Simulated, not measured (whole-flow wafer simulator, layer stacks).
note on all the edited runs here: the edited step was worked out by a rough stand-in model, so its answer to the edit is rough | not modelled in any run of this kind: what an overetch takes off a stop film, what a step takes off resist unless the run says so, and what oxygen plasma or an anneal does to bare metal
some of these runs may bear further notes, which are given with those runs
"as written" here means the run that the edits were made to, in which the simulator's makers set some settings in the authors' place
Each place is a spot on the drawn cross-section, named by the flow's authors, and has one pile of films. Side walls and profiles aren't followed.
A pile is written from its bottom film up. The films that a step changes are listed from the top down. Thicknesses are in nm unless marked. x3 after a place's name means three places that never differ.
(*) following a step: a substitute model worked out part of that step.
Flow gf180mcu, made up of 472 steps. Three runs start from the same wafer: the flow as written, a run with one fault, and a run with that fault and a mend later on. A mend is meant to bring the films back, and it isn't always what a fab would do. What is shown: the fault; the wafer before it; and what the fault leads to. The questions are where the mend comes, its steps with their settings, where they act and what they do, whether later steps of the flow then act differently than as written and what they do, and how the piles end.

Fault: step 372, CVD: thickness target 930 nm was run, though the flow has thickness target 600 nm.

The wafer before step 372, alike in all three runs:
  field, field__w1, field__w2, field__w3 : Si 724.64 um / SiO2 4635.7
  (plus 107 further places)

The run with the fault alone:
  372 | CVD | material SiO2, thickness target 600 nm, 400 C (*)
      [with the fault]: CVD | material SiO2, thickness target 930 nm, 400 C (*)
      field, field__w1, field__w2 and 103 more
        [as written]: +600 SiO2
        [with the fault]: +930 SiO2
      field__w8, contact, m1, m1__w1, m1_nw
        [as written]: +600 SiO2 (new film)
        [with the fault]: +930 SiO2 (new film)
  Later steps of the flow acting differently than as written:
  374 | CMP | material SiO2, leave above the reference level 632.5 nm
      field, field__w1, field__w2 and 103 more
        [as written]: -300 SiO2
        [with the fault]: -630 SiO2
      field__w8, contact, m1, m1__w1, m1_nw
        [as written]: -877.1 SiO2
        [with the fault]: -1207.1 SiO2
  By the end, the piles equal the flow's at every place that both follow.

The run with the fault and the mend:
  After step 372 comes the mend.
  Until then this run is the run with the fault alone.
  372a | WET ETCH | chemistry dHF, depth target 330 nm, 25 C, dilution 100:1 (*) (the flow's step 17, run once more with other settings)
      field, field__w1, field__w2 and 108 more
        -330 SiO2
  None of the later steps of the flow acts differently than as written at any place that is followed.
  By the end, the piles equal the flow's at every place that both follow.
